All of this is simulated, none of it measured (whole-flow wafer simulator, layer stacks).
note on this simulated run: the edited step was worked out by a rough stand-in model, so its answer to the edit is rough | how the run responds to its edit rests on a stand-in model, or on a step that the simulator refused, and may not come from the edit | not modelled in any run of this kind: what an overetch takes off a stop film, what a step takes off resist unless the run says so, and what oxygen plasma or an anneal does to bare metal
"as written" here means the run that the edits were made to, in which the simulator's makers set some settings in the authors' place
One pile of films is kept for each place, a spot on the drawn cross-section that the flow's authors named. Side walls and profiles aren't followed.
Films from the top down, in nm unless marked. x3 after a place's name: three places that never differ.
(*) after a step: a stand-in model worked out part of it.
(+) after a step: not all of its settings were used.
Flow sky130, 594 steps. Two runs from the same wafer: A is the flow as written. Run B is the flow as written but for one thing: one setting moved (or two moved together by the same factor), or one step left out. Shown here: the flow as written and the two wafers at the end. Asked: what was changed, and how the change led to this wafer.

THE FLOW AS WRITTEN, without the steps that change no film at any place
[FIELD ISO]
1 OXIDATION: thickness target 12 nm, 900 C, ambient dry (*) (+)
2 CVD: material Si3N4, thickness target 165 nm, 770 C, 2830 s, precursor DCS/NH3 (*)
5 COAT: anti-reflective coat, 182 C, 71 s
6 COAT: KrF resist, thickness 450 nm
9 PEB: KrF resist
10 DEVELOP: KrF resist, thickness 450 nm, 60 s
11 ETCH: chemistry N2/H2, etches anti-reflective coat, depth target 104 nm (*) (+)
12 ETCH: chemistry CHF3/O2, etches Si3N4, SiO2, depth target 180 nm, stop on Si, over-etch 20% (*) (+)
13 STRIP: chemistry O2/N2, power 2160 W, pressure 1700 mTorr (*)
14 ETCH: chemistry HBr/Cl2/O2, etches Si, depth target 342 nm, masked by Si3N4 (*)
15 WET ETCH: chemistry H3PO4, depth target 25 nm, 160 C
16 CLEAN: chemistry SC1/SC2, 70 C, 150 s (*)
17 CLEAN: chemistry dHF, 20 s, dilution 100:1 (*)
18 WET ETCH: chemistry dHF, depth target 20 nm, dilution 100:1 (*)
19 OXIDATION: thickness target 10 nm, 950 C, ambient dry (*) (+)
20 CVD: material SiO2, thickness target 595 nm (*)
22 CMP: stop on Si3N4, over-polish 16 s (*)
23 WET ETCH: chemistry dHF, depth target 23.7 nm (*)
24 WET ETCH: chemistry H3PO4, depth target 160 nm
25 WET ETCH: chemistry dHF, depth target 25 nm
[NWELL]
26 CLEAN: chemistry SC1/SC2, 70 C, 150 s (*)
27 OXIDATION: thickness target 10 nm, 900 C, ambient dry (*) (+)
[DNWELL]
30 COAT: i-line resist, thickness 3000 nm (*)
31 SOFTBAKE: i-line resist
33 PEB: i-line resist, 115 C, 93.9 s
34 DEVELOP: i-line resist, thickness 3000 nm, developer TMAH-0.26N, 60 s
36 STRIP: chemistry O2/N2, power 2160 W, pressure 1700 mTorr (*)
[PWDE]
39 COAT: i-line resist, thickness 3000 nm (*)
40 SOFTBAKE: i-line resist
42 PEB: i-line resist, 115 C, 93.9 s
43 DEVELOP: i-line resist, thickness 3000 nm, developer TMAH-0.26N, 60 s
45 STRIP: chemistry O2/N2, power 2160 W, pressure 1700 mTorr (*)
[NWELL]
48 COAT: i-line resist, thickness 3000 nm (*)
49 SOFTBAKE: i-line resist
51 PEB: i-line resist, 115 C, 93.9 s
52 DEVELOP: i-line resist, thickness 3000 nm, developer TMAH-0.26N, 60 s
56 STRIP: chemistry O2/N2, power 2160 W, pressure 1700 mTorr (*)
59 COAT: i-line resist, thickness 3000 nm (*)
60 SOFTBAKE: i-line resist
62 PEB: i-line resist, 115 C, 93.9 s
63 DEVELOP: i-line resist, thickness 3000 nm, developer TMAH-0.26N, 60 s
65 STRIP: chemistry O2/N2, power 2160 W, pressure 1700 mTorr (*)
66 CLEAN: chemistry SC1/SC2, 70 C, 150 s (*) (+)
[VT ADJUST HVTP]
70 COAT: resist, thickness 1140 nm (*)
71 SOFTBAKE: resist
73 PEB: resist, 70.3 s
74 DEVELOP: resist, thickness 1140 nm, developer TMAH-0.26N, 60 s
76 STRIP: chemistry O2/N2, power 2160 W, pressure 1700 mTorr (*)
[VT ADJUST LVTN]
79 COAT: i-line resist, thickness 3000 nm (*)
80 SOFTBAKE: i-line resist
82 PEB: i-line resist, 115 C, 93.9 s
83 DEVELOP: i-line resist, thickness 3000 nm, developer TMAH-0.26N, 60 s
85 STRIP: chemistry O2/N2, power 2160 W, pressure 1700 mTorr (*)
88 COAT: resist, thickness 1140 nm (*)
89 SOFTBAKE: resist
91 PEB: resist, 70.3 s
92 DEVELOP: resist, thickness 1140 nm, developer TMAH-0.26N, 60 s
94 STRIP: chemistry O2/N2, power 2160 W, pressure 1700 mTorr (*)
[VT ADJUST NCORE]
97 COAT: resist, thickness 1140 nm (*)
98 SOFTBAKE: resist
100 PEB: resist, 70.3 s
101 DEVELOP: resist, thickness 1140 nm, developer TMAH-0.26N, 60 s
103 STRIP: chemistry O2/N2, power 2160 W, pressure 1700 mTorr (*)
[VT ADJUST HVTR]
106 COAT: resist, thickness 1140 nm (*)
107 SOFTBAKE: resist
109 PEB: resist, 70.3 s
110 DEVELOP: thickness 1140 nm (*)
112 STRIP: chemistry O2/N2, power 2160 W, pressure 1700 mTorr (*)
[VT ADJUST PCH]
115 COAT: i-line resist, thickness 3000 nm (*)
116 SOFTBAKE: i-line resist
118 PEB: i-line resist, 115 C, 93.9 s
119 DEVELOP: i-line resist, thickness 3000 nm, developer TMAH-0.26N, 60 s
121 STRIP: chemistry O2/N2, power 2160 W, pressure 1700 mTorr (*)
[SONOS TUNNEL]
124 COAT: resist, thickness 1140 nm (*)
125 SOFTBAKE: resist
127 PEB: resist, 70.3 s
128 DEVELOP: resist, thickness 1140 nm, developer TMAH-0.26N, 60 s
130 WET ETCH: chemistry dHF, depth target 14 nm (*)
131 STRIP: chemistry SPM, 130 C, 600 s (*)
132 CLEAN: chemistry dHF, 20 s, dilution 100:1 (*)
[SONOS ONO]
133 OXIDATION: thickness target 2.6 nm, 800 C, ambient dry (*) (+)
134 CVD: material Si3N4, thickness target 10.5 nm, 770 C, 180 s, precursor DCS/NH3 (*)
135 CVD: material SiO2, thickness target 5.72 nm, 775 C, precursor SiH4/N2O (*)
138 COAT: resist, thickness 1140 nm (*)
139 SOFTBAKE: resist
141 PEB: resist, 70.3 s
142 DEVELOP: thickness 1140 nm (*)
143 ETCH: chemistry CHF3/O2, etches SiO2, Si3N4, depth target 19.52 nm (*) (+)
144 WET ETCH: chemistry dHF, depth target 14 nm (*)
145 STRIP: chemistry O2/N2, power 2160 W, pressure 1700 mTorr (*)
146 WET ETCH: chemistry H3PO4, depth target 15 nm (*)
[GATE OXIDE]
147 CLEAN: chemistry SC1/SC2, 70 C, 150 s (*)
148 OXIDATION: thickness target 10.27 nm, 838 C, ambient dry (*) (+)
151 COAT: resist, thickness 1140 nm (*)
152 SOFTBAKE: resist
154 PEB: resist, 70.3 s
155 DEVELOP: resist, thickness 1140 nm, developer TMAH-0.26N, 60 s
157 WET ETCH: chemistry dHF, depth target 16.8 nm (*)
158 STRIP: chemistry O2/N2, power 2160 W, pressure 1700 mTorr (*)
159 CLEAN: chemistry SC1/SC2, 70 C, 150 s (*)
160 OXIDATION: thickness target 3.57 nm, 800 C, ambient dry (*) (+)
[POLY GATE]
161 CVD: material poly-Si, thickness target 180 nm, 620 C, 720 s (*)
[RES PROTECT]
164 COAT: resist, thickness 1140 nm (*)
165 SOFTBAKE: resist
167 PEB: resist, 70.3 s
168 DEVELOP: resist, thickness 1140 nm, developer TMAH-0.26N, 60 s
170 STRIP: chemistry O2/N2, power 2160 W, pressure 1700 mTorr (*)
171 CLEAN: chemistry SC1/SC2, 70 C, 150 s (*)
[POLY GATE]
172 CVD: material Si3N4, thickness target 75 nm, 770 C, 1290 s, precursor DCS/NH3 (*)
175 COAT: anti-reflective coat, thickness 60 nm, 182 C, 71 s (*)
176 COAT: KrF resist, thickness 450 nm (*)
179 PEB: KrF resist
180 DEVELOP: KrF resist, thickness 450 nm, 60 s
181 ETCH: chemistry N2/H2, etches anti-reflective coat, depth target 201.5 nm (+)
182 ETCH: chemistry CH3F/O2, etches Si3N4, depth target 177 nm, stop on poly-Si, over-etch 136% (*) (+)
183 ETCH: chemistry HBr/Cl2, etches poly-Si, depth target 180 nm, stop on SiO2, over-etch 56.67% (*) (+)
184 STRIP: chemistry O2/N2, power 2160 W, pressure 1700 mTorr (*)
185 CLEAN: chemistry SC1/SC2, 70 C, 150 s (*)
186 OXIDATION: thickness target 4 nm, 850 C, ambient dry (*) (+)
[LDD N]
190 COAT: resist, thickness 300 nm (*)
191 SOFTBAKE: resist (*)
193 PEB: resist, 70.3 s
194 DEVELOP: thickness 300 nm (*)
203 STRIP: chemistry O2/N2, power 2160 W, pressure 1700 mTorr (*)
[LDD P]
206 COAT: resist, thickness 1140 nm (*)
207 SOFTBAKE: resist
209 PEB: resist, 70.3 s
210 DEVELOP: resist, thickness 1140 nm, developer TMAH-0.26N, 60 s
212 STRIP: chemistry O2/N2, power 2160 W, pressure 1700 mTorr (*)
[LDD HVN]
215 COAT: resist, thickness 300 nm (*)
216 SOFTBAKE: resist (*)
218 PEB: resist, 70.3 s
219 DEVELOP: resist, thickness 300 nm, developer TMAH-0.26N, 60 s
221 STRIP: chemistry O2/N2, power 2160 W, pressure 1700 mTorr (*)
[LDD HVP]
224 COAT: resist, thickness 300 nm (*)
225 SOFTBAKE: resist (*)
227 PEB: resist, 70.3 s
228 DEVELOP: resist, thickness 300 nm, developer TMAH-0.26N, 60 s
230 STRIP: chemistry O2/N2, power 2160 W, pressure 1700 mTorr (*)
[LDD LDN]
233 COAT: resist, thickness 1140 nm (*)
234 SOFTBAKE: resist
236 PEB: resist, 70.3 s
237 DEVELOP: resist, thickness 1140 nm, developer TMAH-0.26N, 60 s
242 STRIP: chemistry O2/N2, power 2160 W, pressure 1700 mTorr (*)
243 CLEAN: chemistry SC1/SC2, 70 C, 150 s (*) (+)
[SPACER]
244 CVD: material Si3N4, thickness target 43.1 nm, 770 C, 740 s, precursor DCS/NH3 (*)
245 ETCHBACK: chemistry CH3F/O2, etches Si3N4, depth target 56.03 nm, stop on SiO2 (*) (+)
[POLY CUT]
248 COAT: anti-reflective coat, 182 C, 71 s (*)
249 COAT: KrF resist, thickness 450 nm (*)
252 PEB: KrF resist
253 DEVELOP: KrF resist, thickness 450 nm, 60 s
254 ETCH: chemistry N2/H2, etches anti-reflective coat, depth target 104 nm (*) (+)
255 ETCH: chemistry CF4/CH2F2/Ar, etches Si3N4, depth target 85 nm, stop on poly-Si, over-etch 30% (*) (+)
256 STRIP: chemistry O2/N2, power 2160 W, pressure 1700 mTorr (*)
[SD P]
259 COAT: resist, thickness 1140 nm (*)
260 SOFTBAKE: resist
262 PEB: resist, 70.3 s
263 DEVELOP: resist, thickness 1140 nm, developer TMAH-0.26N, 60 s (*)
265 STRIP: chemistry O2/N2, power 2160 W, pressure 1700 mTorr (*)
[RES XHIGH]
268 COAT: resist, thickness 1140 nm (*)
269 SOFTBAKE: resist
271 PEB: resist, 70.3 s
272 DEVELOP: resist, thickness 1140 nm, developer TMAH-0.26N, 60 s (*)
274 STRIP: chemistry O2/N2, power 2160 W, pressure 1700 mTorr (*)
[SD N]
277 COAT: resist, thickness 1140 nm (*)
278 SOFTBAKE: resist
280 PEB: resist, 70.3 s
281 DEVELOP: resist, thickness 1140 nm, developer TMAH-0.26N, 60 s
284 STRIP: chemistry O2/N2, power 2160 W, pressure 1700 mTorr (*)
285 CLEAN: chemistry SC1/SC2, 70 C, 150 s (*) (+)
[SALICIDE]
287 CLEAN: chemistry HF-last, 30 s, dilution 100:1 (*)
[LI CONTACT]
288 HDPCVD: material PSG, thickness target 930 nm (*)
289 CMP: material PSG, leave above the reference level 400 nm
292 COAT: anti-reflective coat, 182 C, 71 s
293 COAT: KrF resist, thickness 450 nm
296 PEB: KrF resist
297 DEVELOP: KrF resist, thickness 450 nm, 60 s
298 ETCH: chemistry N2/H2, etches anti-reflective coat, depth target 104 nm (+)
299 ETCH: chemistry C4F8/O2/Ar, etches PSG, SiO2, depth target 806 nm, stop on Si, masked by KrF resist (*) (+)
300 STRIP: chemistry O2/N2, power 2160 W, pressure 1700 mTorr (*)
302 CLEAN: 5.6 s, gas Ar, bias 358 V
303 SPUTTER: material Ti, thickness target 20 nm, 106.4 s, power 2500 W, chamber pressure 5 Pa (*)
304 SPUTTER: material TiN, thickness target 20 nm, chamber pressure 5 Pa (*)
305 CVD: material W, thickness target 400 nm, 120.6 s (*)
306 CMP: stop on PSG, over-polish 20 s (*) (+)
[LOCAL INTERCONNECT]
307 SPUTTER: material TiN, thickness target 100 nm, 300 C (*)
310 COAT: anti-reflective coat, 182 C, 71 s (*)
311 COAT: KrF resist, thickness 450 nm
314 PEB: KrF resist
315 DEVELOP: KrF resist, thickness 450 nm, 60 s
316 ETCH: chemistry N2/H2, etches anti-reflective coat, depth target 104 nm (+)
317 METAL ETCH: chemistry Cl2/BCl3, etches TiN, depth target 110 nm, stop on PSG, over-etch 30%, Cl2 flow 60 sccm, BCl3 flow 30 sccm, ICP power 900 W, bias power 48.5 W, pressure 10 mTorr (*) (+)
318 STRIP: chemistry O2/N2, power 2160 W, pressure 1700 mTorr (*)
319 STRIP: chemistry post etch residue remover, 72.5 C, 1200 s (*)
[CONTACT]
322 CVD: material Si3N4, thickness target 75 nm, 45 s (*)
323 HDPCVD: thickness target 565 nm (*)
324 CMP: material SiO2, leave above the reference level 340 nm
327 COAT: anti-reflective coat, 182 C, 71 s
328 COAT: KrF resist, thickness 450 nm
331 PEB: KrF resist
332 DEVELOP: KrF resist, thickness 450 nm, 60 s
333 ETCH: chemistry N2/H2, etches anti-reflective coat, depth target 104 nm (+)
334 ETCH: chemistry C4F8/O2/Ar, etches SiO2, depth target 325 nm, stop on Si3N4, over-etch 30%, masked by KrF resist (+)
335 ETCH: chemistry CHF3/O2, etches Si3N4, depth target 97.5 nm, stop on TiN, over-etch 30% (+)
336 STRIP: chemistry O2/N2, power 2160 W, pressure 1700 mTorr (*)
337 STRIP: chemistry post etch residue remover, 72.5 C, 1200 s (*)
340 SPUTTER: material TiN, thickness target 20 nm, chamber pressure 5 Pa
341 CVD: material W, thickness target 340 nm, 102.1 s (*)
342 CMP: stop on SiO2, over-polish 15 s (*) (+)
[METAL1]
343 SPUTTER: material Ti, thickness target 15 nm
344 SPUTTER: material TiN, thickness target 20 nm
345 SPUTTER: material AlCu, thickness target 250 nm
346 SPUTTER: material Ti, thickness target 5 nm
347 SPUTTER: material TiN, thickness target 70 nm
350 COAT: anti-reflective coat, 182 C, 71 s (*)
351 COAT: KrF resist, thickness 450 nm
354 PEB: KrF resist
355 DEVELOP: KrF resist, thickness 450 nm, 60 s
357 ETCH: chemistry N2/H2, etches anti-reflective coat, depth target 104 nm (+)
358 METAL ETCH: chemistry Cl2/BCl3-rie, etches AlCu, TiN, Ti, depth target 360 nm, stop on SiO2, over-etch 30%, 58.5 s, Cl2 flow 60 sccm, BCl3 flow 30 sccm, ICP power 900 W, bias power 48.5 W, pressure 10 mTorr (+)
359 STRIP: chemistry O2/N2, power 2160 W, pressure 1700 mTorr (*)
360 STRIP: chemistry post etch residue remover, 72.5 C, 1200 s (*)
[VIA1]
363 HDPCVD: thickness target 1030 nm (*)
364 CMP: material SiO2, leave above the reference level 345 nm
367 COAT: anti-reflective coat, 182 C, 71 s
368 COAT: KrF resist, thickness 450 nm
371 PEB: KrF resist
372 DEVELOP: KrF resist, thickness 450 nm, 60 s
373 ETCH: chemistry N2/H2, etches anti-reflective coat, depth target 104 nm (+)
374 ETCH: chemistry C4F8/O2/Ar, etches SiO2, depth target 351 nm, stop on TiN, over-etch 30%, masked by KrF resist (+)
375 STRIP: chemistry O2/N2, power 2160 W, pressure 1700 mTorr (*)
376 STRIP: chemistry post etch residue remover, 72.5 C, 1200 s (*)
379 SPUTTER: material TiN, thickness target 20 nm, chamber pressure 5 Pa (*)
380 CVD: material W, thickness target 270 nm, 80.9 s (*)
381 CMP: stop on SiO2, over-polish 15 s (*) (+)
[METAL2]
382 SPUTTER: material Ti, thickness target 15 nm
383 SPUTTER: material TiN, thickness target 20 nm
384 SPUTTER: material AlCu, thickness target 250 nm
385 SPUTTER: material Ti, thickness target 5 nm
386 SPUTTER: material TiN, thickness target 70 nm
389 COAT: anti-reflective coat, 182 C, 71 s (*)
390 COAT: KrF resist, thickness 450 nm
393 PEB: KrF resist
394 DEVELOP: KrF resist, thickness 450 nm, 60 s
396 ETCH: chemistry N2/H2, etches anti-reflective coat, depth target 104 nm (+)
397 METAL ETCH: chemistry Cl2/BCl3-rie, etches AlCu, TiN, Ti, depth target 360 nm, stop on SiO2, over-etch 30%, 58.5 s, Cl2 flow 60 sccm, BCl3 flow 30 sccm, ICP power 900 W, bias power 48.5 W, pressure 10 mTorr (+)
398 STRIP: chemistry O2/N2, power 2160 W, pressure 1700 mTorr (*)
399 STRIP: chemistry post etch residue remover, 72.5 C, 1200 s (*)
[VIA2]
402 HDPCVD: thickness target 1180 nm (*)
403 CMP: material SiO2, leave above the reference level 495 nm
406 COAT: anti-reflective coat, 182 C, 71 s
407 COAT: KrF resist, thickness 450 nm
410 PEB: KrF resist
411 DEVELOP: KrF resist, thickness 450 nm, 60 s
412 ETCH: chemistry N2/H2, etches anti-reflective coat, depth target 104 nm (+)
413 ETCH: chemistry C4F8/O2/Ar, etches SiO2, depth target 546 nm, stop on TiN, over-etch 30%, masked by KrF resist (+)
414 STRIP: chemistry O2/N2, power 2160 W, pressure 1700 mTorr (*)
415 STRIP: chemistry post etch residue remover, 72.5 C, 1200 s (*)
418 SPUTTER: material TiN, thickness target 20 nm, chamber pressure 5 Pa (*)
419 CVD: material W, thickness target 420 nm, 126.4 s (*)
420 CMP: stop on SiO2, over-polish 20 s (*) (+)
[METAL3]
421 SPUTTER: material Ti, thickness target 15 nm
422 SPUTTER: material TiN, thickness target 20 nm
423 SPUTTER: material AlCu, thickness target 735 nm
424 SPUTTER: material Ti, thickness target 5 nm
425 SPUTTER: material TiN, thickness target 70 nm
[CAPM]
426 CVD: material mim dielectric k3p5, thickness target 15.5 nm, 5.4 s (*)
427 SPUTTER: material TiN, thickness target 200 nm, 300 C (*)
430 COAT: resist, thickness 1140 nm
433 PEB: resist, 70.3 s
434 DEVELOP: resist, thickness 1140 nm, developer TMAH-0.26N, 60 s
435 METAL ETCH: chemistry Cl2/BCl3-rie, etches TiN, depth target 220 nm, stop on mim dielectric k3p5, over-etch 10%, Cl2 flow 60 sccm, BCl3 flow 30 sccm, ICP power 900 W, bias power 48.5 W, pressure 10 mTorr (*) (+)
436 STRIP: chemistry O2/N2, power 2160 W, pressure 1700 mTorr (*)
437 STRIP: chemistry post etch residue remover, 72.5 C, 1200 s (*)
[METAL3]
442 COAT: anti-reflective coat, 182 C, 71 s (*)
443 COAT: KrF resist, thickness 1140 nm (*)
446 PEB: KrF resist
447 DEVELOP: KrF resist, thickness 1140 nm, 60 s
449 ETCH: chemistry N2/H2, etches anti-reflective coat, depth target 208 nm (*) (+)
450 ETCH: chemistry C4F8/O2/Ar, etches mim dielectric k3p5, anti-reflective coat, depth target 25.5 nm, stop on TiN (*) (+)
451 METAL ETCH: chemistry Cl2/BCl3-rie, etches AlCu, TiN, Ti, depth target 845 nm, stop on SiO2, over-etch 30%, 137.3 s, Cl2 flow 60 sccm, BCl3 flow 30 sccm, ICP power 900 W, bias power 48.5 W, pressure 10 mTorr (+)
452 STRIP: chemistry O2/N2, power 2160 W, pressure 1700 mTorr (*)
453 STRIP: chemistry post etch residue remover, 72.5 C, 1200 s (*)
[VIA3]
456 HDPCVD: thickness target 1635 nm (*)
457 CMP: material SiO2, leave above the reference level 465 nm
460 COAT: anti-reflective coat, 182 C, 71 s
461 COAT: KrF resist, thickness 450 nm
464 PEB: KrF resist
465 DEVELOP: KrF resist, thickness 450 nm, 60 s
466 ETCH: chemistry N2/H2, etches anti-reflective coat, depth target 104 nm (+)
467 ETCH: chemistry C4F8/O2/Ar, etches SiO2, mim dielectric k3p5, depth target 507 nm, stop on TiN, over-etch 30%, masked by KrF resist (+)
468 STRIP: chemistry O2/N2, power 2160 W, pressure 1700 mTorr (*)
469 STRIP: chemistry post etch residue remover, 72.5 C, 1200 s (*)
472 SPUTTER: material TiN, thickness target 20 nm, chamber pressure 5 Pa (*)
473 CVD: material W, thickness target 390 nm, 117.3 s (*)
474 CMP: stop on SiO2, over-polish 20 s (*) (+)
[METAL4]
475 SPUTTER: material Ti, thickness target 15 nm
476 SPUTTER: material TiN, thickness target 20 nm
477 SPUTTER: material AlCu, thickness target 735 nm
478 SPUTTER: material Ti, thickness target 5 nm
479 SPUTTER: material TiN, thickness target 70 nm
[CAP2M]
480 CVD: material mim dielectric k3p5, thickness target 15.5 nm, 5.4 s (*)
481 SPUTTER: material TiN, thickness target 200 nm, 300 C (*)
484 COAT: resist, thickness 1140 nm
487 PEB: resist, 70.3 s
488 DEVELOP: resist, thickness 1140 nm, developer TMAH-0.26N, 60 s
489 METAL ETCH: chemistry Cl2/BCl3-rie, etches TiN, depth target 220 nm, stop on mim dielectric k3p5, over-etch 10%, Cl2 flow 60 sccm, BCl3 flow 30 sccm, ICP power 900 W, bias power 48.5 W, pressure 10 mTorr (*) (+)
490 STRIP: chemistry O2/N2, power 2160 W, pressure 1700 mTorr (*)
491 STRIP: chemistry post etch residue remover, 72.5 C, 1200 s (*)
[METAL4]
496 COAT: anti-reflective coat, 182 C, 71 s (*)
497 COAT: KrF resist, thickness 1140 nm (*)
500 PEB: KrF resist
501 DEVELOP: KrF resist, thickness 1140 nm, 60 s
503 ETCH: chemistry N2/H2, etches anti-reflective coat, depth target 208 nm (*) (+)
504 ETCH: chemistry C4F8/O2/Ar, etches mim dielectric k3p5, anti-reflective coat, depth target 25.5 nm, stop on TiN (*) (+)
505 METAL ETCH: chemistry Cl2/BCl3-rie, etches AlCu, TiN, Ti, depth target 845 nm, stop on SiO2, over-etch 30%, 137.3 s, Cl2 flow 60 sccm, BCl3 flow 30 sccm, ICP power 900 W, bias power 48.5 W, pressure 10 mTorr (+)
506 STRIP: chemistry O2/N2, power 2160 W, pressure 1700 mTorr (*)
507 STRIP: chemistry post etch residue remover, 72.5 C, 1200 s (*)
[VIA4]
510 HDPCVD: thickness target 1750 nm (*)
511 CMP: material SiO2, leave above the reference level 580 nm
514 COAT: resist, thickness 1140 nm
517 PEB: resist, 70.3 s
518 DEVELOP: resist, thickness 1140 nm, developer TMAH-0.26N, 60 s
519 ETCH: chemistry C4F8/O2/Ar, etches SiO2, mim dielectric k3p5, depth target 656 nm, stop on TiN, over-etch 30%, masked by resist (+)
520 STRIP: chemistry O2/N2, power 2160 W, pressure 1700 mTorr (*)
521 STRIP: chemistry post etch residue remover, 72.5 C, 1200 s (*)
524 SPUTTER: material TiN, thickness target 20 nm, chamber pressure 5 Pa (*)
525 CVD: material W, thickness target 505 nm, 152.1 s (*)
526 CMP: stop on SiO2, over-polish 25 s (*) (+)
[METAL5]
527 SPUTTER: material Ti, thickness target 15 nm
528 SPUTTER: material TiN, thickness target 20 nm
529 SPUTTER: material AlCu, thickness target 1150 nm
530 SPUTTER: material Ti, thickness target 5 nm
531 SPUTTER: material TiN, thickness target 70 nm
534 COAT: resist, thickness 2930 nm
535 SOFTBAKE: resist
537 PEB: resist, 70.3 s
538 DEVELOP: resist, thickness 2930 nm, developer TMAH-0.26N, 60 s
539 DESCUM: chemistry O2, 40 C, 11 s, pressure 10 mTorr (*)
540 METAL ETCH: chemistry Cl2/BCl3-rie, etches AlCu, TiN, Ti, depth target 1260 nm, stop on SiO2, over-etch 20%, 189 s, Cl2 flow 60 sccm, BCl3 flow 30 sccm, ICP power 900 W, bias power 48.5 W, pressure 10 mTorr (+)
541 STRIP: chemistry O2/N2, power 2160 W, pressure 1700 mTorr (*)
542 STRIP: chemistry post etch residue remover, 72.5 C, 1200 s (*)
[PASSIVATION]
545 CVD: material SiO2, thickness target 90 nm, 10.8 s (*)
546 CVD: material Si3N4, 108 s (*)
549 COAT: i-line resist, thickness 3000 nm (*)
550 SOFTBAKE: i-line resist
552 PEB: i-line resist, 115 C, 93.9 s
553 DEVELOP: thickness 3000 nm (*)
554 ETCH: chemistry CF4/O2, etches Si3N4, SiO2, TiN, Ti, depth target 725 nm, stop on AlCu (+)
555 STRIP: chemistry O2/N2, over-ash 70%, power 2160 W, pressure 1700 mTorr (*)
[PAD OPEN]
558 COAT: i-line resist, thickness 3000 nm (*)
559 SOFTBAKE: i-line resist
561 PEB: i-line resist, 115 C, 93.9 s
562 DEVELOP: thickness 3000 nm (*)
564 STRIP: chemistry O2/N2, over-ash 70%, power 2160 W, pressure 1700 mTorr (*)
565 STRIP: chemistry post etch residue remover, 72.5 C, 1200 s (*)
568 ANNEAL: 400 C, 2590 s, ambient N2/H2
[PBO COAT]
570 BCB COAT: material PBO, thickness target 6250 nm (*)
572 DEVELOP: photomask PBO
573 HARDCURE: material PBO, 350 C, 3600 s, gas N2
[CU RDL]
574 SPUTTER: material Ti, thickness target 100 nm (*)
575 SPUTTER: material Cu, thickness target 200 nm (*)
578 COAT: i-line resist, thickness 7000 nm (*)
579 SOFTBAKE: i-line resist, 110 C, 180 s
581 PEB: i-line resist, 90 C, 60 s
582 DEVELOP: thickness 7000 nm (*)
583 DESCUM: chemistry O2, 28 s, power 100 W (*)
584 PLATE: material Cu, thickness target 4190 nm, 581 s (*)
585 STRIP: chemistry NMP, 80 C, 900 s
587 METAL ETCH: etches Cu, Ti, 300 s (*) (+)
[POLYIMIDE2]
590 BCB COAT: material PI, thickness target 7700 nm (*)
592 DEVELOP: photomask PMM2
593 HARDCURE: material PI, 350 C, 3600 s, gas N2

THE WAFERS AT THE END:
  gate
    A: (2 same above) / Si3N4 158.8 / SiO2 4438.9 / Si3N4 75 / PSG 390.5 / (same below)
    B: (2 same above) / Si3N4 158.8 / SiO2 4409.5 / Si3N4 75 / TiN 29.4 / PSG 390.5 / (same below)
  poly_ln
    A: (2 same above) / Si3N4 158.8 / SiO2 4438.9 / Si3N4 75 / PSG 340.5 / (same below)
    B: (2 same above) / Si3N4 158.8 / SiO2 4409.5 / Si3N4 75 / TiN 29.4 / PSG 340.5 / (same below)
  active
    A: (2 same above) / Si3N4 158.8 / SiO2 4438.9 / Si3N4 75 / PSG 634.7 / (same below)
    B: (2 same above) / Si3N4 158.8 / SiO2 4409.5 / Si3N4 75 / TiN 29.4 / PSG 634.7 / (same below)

The cause: step 317, METAL ETCH: depth target 68.8 nm was run, where the flow has depth target 110 nm.

How the change led to this, step by step:
  317 METAL ETCH: chemistry Cl2/BCl3, etches TiN, depth target 110 nm, stop on PSG, over-etch 30%, Cl2 flow 60 sccm, BCl3 flow 30 sccm, ICP power 900 W, bias power 48.5 W, pressure 10 mTorr (*) (+)
      field, active, gate and 88 more: A TiN -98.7 (all of it) | B TiN -68.8
      n_well, p_well, gate_hv and 97 more: A KrF resist -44 | B KrF resist -27.5
  318 STRIP: chemistry O2/N2, power 2160 W, pressure 1700 mTorr (*)
      n_well, p_well, gate_hv and 93 more: A KrF resist -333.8 (all of it), anti-reflective coat -80 (all of it) | B KrF resist -350.3 (all of it), anti-reflective coat -80 (all of it)
      poly_licon, ndiff_licon, rpo_hd_licon: A KrF resist -333.9 (all of it), anti-reflective coat -80.5 (all of it) | B KrF resist -350.4 (all of it), anti-reflective coat -80.5 (all of it)
      (and at 1 more place)
  324 CMP: material SiO2, leave above the reference level 340 nm
      field, active, gate and 88 more: A SiO2 -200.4 | B SiO2 -229.9
Counting metal films that touch as one body, gate has 1 body; the flow as written gives 0 bodies.
Counting metal films that touch as one body, poly_ln has 1 body; the flow as written gives 0 bodies.
Counting metal films that touch as one body, active has 1 body; the flow as written gives 0 bodies.
